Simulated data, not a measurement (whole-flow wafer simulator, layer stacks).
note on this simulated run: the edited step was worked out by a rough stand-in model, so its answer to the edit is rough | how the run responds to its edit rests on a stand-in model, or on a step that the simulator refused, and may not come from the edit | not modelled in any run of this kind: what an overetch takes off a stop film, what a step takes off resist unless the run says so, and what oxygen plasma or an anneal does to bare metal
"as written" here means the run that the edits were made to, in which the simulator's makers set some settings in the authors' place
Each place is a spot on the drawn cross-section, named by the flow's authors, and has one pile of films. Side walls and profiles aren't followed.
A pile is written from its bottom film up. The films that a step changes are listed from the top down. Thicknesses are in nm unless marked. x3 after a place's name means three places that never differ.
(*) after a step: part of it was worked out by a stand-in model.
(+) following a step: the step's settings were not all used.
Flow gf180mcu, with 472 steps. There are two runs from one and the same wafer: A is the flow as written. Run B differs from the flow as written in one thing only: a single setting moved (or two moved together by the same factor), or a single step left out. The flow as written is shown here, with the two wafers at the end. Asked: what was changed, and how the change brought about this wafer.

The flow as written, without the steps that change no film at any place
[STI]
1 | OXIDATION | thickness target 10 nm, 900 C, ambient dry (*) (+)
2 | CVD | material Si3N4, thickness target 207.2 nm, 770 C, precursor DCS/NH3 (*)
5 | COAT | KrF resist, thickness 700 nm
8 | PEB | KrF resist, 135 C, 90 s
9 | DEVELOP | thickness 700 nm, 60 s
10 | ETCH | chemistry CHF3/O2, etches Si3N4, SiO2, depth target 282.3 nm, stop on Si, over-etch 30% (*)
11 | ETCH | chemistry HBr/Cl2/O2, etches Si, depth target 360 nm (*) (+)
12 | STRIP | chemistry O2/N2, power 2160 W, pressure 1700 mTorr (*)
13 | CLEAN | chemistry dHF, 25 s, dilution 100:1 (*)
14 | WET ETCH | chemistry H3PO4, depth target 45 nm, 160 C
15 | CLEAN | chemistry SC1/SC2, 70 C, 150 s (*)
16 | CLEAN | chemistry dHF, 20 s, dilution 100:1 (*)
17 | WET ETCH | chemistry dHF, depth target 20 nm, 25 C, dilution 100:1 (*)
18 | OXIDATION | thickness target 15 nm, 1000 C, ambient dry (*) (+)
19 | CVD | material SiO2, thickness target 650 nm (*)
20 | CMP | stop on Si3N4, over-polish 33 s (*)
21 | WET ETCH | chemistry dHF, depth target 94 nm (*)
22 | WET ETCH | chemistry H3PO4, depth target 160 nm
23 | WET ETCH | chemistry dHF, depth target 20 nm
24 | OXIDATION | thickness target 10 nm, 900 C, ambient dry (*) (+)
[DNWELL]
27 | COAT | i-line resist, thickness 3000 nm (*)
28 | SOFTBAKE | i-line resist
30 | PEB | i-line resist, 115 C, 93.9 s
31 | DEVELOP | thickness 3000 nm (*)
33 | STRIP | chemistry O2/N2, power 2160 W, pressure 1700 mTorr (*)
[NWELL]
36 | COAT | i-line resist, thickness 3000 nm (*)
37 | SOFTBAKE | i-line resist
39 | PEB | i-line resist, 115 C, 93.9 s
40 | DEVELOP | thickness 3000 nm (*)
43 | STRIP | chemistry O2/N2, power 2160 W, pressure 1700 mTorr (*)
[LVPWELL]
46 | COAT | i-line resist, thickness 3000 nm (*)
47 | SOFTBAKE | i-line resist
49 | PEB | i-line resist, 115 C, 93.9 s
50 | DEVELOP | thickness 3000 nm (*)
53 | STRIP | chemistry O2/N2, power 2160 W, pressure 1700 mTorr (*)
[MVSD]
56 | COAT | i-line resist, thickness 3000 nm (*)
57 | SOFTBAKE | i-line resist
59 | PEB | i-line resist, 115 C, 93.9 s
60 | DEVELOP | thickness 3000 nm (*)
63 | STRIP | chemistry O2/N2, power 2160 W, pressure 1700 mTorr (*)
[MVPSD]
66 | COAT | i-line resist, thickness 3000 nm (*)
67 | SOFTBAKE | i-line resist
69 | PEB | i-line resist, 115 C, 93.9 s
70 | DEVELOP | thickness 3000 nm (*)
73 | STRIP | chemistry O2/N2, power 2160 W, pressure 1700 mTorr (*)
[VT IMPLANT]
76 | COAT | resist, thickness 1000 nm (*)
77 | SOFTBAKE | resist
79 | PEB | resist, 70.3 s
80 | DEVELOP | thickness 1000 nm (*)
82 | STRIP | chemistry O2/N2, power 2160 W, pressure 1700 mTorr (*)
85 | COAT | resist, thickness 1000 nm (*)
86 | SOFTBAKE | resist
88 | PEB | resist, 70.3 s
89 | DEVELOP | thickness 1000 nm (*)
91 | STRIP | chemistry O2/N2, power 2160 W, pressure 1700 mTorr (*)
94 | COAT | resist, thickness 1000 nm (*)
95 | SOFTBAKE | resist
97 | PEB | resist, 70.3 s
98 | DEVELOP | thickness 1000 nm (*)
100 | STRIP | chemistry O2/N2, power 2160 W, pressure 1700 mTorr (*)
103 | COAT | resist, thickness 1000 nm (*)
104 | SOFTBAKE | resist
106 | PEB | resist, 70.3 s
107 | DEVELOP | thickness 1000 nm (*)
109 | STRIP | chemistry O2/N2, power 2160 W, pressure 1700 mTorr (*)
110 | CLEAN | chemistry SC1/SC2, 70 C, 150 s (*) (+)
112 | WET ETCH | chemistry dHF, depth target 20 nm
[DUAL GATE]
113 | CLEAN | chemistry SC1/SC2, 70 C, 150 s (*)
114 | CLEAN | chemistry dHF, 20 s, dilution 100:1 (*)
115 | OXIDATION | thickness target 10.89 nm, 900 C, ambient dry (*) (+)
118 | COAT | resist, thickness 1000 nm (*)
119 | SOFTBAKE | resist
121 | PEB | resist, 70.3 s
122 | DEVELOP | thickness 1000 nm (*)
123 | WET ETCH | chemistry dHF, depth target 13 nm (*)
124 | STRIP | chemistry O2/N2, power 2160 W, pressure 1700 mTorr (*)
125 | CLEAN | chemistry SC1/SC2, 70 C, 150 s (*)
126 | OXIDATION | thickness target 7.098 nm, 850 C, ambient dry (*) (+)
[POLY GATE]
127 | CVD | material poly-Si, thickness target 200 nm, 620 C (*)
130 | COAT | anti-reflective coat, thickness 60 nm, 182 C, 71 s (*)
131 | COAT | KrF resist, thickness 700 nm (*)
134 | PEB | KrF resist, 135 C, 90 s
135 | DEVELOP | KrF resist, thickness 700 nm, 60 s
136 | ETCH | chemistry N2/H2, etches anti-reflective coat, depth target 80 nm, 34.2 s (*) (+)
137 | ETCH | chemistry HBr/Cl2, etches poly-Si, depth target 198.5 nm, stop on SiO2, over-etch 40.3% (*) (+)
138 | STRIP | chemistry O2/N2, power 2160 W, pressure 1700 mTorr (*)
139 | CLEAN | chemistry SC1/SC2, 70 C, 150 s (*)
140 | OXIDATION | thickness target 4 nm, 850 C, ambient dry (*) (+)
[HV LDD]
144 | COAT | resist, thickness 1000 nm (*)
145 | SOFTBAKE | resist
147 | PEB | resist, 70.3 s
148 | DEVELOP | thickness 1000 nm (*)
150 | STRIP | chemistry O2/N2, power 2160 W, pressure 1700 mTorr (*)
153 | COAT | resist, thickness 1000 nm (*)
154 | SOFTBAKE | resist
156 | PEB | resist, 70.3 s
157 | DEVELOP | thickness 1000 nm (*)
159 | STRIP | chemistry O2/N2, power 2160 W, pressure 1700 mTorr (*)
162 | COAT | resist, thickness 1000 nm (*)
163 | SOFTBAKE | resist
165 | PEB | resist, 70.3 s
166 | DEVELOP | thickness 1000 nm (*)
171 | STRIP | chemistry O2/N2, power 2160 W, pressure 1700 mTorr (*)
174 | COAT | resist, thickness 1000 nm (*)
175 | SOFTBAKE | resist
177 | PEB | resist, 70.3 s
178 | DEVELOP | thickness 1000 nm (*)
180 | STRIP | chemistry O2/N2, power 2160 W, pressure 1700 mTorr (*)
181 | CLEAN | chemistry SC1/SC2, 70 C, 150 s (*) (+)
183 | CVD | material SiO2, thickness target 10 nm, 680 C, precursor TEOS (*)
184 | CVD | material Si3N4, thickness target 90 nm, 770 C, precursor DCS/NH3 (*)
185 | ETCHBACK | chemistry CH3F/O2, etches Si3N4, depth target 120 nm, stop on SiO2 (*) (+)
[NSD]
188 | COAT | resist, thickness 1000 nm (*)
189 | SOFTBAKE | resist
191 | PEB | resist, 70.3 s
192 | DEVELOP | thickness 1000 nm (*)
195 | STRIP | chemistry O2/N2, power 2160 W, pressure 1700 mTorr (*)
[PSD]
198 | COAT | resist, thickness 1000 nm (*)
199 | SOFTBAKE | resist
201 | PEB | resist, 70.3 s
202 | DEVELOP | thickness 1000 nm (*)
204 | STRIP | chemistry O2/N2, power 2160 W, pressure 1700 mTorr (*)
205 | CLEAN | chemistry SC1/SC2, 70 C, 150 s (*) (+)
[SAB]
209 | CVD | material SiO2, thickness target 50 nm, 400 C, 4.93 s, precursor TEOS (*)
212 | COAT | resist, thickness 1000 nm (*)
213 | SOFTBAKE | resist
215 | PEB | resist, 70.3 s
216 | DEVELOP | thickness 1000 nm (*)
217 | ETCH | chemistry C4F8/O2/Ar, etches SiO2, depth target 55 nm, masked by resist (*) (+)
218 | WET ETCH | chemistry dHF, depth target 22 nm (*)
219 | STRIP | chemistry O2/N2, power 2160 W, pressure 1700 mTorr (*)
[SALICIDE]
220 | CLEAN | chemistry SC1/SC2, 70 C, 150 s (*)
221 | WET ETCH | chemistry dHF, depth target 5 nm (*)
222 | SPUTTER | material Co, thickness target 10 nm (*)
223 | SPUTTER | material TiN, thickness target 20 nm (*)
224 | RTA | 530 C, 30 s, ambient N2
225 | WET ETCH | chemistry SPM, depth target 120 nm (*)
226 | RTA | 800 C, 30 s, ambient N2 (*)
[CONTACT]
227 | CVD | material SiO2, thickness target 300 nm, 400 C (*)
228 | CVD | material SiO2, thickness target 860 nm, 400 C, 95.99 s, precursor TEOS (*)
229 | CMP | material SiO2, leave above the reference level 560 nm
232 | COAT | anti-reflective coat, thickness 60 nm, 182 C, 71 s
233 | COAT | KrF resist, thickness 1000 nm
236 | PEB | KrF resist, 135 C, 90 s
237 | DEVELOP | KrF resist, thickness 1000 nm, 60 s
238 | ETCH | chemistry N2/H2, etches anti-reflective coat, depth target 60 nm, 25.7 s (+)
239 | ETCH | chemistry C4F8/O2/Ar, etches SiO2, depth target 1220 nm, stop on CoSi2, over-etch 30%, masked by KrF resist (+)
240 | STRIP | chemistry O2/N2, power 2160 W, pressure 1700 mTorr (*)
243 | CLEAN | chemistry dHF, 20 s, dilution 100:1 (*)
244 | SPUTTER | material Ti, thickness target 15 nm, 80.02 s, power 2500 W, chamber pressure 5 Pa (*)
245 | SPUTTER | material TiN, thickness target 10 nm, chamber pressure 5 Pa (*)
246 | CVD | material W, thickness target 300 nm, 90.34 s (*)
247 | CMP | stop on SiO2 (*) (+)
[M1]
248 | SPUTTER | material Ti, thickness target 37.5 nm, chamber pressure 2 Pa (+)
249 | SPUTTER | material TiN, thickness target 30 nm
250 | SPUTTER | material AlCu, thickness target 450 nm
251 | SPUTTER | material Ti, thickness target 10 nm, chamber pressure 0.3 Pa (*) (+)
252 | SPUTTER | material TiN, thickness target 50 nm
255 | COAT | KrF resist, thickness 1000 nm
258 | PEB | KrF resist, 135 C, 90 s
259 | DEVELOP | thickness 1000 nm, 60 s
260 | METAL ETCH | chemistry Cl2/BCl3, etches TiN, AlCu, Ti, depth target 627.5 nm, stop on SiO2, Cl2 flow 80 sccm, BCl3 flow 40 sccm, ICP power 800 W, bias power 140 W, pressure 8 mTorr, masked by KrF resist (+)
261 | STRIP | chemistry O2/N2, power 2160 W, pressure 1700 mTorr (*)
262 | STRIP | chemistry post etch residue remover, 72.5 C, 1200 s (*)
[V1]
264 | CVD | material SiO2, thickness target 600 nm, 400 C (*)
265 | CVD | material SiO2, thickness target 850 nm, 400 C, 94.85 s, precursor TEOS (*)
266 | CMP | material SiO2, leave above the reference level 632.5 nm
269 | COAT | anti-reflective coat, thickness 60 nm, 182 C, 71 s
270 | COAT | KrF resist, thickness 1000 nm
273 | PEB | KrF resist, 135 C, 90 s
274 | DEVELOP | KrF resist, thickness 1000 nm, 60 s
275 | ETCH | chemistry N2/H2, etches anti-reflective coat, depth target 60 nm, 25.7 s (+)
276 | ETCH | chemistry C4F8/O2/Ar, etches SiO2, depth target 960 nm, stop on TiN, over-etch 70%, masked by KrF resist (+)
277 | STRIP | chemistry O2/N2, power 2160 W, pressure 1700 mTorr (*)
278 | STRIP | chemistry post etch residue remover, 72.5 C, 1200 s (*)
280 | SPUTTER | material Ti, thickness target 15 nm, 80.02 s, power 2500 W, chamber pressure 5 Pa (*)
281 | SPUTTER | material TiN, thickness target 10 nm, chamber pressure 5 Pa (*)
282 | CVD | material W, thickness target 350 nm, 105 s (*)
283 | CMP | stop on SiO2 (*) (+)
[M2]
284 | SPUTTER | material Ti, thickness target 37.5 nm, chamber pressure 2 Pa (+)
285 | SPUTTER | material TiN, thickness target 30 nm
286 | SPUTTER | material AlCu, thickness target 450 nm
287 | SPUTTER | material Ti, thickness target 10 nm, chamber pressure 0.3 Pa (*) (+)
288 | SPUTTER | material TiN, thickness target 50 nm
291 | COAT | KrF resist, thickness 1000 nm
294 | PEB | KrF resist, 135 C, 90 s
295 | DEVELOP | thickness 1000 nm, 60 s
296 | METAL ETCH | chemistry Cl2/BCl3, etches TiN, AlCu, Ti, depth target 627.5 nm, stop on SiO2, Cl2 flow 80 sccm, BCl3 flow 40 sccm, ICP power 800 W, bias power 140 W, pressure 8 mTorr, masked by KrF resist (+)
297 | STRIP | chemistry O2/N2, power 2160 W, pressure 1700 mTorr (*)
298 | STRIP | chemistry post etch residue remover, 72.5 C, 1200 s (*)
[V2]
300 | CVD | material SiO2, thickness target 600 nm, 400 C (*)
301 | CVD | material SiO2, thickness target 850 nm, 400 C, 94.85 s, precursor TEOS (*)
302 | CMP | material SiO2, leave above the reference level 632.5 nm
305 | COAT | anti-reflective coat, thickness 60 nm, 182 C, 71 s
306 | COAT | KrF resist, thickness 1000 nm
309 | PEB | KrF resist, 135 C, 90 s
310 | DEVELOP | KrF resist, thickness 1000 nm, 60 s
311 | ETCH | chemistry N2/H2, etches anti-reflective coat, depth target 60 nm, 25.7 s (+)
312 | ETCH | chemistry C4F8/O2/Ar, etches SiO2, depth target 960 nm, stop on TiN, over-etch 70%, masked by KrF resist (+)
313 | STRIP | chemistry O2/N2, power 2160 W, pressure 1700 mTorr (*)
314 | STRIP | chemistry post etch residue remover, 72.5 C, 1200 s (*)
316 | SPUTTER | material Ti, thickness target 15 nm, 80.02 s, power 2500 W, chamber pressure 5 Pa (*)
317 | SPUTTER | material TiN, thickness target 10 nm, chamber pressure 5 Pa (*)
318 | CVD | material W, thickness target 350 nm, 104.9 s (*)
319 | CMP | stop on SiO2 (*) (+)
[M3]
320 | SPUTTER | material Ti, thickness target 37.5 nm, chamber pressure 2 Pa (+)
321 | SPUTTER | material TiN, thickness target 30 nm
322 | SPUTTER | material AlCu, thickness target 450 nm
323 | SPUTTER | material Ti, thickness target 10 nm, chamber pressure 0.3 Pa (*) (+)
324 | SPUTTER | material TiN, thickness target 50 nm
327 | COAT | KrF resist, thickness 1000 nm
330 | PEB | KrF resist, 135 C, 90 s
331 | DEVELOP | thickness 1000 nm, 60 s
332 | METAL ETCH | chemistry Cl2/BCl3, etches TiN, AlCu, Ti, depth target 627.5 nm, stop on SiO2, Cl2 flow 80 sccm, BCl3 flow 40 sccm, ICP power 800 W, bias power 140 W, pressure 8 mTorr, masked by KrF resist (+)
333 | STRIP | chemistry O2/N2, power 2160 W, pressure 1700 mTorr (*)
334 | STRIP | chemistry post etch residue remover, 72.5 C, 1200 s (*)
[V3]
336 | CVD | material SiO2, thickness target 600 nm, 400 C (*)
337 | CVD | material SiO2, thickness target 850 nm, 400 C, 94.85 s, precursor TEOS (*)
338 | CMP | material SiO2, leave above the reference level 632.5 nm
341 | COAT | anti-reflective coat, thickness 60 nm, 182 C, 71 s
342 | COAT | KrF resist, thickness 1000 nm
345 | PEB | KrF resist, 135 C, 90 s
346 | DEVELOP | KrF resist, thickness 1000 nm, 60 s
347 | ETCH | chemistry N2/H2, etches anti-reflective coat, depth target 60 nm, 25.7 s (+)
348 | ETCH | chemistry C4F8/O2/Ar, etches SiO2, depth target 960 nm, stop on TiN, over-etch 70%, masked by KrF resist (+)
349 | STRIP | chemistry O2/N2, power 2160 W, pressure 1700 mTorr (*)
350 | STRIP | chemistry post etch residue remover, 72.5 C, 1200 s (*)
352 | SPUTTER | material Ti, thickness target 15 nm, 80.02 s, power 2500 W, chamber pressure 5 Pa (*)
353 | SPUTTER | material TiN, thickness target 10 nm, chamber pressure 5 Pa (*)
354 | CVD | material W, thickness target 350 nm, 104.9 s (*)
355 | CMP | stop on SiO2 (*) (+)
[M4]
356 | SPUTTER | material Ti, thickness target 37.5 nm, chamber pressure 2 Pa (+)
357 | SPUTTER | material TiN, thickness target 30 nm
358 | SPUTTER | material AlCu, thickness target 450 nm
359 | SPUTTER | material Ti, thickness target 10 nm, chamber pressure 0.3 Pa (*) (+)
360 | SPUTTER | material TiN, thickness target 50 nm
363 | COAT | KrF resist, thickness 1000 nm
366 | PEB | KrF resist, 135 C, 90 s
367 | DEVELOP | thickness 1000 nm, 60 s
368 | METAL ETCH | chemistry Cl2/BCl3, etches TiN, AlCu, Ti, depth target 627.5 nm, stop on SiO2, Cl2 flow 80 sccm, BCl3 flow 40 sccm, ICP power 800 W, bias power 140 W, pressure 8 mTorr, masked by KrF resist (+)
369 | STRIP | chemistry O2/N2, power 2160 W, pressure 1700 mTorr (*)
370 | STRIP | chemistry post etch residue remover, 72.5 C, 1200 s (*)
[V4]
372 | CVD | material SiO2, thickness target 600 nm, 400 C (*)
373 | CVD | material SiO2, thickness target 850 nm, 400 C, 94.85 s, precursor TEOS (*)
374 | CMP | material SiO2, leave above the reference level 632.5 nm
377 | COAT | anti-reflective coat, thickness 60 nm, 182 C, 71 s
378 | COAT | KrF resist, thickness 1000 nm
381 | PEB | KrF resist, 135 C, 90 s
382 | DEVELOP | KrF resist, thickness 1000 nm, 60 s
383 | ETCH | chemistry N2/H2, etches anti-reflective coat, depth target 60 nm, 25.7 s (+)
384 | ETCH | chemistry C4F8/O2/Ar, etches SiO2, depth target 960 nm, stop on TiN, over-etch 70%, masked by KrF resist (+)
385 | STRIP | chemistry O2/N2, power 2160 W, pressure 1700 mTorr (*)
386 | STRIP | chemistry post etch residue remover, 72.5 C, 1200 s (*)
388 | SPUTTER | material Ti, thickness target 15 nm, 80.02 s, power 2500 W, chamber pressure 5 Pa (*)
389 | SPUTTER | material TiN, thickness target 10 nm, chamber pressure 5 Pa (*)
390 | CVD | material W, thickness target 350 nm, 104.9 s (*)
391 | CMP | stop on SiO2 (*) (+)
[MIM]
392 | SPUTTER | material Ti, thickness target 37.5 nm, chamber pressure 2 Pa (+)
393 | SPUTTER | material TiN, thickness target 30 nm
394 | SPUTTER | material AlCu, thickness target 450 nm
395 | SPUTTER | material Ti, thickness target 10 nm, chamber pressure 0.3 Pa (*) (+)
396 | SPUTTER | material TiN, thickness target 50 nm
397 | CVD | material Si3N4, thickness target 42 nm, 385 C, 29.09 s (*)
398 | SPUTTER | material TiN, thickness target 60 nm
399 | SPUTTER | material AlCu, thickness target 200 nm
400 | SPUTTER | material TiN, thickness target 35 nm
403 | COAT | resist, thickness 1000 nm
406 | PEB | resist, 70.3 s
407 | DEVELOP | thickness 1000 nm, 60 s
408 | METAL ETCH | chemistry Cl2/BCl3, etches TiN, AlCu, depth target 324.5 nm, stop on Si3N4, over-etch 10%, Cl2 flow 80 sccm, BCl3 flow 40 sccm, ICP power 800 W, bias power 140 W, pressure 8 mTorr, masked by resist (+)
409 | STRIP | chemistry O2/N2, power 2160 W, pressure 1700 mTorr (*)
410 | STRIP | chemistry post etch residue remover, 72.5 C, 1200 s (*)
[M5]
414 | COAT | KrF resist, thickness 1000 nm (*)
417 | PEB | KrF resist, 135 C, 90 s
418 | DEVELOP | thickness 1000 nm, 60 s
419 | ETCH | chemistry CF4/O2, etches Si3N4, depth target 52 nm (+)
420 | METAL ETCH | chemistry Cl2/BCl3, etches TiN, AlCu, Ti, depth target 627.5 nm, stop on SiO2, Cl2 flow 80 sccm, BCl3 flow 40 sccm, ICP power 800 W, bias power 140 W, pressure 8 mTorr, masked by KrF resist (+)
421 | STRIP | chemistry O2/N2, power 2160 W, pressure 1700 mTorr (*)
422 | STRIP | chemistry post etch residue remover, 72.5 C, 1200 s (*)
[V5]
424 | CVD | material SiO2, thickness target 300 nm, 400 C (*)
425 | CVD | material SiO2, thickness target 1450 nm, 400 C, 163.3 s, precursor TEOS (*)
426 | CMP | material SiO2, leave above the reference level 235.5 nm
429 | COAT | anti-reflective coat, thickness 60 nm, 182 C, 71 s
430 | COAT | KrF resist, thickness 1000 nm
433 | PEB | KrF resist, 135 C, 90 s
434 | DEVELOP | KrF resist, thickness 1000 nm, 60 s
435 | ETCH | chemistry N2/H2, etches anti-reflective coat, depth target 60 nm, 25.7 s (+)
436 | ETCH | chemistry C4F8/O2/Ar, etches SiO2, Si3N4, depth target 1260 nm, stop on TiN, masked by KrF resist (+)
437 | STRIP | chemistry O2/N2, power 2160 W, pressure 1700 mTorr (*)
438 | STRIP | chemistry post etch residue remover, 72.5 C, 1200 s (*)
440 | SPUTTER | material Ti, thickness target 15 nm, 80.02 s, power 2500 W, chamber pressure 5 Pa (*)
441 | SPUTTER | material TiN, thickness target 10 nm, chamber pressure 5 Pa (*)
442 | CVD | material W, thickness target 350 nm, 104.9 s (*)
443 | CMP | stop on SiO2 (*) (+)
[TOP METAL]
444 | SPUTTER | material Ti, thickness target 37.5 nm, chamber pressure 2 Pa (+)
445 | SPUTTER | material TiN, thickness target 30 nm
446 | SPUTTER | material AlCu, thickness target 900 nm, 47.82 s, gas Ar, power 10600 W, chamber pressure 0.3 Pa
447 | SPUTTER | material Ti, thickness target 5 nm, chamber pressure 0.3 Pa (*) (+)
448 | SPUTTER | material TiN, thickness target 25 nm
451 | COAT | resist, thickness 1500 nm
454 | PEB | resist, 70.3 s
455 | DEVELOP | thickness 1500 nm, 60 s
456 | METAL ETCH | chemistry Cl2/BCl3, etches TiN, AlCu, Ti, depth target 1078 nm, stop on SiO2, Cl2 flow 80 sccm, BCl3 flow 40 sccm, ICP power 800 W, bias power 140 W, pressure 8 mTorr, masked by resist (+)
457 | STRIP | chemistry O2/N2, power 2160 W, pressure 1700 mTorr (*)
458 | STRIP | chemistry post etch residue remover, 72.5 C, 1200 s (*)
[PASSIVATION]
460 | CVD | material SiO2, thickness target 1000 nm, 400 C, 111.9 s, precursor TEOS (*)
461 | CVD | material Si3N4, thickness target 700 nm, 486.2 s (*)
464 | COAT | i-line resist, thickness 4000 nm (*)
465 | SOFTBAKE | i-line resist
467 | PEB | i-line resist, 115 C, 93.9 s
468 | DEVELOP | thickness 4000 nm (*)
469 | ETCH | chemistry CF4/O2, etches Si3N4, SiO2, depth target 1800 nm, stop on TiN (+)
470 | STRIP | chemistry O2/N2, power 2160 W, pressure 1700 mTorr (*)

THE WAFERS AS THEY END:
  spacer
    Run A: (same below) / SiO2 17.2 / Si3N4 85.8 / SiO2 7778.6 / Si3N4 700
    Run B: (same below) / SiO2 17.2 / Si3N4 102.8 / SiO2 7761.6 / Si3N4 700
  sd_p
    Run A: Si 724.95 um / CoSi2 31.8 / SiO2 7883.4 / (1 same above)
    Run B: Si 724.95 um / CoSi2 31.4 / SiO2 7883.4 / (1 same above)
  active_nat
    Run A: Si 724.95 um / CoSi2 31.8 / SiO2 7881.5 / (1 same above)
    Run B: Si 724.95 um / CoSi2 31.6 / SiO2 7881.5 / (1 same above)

Cause: step 184, CVD: thickness target 107 nm was run, though the flow has thickness target 90 nm.

Step by step, how the change led to this:
  184 | CVD | material Si3N4, thickness target 90 nm, 770 C, precursor DCS/NH3 (*)
      field, field__w1, field__w2 and 101 more: A +90 Si3N4 (new film) | B +107 Si3N4 (new film)
  185 | ETCHBACK | chemistry CH3F/O2, etches Si3N4, depth target 120 nm, stop on SiO2 (*) (+)
      field, field__w1, field__w2 and 100 more: A -90 Si3N4 (all of it), -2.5 SiO2 | B -107 Si3N4 (all of it), -1.08 SiO2
  189 | SOFTBAKE | resist
      field__w9: A +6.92 resist | B -3.03 resist
      nw_enc_fld_lv__w3: A +2.11 resist | B -1.78 resist
  199 | SOFTBAKE | resist
      field__w9: A +6.92 resist | B -3.03 resist
      nw_enc_fld_lv__w3: A +2.11 resist | B -1.78 resist
  209 | CVD | material SiO2, thickness target 50 nm, 400 C, 4.93 s, precursor TEOS (*)
      ld_drift_p: A +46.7 SiO2 | B +45.5 SiO2
      ld_drn_p: A +46 SiO2 | B +44.8 SiO2
  213 | SOFTBAKE | resist
      field_sub__w2: A +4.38 resist | B +11.2 resist
  218 | WET ETCH | chemistry dHF, depth target 22 nm (*)
      gate, gate_hv, gate_p and 23 more: A -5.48 SiO2 (all of it) | B -6.9 SiO2 (all of it)
      active, p_well, sd_n, iso_ptap_pw, iso_ntap_nw, iso_ptap_sub, vpnp_e: A -9.01 SiO2 (all of it) | B -10.4 SiO2 (all of it)
      (and at 15 other places as well)
  223 | SPUTTER | material TiN, thickness target 20 nm (*)
      field__w2: A +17 TiN (new film) | B +16.1 TiN (new film)
      field__w3: A +15.7 TiN (new film) | B +14.6 TiN (new film)
      (and at 2 other places as well)
  224 | RTA | 530 C, 30 s, ambient N2
      ld_drn_p: A under 1 film: +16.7 CoSi (new film), -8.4 Co (all of it), -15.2 Si | B under 1 film: +16 CoSi (new film), -8.05 Co (all of it), -14.6 Si
  225 | WET ETCH | chemistry SPM, depth target 120 nm (*)
      field__w2: A -17 TiN (all of it), -8.65 Co (all of it) | B -16.1 TiN (all of it), -8.33 Co (all of it)
      field__w3: A -15.7 TiN (all of it), -8.06 Co (all of it) | B -14.6 TiN (all of it), -7.62 Co (all of it)
      (and at 2 other places as well)
  226 | RTA | 800 C, 30 s, ambient N2 (*)
      ld_sd_n: A +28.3 CoSi2 (new film), -16.1 CoSi (all of it), -14.7 Si | B +27.7 CoSi2 (new film), -15.8 CoSi (all of it), -14.4 Si
      ld_sd_p: A +28.4 CoSi2 (new film), -16.1 CoSi (all of it), -14.7 Si | B +27.8 CoSi2 (new film), -15.8 CoSi (all of it), -14.4 Si
      (and at 1 other place as well)
  229 | CMP | material SiO2, leave above the reference level 560 nm
      spacer: A -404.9 SiO2 | B -421.9 SiO2
